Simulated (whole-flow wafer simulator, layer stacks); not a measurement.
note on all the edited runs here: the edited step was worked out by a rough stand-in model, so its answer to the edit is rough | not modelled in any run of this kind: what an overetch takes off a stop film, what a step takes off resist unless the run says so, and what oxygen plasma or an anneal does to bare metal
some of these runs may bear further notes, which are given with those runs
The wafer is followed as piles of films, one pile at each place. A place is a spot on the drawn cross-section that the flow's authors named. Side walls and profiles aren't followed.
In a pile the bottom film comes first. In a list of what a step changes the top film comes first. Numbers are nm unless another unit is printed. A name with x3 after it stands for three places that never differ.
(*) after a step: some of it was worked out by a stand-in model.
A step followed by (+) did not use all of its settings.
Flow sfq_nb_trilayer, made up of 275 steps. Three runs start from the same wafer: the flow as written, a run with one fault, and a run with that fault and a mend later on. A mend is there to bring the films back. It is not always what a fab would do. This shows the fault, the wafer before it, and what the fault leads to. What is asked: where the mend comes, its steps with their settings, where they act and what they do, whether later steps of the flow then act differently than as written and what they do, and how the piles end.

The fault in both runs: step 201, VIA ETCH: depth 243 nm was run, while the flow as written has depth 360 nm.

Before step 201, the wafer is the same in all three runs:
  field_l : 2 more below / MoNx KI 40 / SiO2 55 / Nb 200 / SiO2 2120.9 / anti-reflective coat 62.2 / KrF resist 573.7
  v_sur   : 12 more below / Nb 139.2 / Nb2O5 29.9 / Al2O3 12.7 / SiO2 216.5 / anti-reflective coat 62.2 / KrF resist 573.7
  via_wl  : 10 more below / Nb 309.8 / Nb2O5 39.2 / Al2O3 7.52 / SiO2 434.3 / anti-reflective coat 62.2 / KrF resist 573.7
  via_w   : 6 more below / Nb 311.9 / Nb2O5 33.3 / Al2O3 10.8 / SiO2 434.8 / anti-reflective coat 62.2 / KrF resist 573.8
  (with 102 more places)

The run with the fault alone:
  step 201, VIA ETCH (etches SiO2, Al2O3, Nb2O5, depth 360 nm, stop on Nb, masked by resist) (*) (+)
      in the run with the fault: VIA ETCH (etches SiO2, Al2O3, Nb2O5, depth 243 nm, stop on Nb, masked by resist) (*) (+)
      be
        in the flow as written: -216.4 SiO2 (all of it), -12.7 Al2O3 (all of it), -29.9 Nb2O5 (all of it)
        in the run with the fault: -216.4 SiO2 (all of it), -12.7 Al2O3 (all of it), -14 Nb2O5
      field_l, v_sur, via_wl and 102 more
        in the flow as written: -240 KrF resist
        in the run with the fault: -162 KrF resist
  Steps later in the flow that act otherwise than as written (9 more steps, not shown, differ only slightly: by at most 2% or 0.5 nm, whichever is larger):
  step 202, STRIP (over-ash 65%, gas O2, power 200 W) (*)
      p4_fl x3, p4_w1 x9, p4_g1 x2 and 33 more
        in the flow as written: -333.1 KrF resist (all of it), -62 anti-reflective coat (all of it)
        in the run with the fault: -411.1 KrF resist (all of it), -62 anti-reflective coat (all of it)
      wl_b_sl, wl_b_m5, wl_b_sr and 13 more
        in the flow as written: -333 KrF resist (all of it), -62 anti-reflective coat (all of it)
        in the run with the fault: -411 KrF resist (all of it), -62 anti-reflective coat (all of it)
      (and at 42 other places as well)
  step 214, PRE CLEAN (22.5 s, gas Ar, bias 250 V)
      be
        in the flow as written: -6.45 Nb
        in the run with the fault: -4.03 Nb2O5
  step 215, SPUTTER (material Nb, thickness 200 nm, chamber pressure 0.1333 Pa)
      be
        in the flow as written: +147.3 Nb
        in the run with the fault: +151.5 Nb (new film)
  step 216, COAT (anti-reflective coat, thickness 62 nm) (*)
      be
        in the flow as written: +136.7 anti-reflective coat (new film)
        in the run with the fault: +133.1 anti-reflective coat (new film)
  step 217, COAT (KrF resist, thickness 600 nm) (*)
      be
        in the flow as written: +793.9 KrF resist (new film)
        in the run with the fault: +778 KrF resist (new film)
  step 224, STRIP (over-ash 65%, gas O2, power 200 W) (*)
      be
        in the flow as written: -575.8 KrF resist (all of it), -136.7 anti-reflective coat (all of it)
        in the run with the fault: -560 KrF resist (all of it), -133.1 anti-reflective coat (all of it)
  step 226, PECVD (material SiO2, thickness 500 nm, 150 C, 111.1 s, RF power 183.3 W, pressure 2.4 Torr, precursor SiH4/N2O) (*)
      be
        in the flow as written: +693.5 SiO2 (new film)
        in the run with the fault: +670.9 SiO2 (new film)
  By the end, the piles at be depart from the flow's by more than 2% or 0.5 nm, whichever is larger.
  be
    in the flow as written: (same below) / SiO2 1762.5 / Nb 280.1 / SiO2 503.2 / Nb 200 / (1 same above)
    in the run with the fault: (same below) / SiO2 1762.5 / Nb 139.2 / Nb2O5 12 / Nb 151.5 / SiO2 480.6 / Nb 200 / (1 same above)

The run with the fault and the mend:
  The mend stands after step 202.
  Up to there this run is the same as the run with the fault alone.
  step 202a, COAT (anti-reflective coat, thickness 62 nm) (*) (the flow's step 194, run once more)
      lsp_r, l0_sur, l0v and 64 more
        +62 anti-reflective coat (new film)
      wl_a_sl, wl_a_m6, wl_a_sr, wl_g_sr
        +61.9 anti-reflective coat (new film)
      field_l, v_sur
        +61.7 anti-reflective coat (new film)
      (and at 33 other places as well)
  step 202b, COAT (KrF resist, thickness 650 nm) (*) (the flow's step 195, run once more)
      p4_fl x3, p4_w1 x9, p4_g1 x2 and 33 more
        +650 KrF resist (new film)
      wl_b_m5, wl_b_sr, wl_c_sl and 12 more
        +649.9 KrF resist (new film)
      l0v, wl_j_sl, wl_j_sr
        +650.2 KrF resist (new film)
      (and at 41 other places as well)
  step 202c, SOFTBAKE (KrF resist) (the flow's step 196, run once more)
      alters no film at any place that is followed
  step 202d, EXPOSE (photomask I5, dose 12.41 mJ/cm2, NA 0.6, wavelength 248 nm) (*) (the flow's step 197, run once more)
      alters no film at any place that is followed
  step 202e, PEB (KrF resist, 90 s) (the flow's step 198, run once more)
      field_l, v_sur, via_wl and 81 more
        -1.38 KrF resist
      via_w, via_wr, via_sp, be_sur
        -1.37 KrF resist
      ce_l, moat, field_r, wl_jj
        -1.39 KrF resist
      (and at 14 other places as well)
  step 202f, DEVELOP (KrF resist, thickness 650 nm, 60 s) (the flow's step 199, run once more)
      field_l, v_sur, via_wl and 102 more
        -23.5 KrF resist
      be
        -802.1 KrF resist (all of it)
  step 202g, VIA ETCH (etches anti-reflective coat, depth 125 nm, masked by resist) (*) (+) (the flow's step 200, run once more)
      field_l, v_sur, via_wl and 102 more
        -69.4 KrF resist
      be
        -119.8 anti-reflective coat (all of it)
  step 202h, VIA ETCH (etches SiO2, Al2O3, Nb2O5, depth 117 nm, stop on Nb, masked by resist) (*) (+) (the flow's step 201, run once more with other settings)
      field_l, v_sur, via_wl and 102 more
        -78 KrF resist
      be
        -16 Nb2O5 (all of it)
  step 202i, STRIP (over-ash 65%, gas O2, power 200 W) (*) (the flow's step 202, run once more)
      p4_fl x3, p4_w1 x9, p4_g1 x2 and 33 more
        -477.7 KrF resist (all of it), -62 anti-reflective coat (all of it)
      wl_b_sl, wl_b_m5, wl_b_sr and 7 more
        -477.5 KrF resist (all of it), -62 anti-reflective coat (all of it)
      wl_c_sr, wl_d_sl, wl_d_m1, wl_d_sr, wl_e_sl, wl_e_m5, wl_e_sr
        -477.6 KrF resist (all of it), -62 anti-reflective coat (all of it)
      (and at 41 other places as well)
  None of the later steps of the flow acts differently than as written at any place that is followed.
  By the end, the piles equal the flow's at every place that both follow.
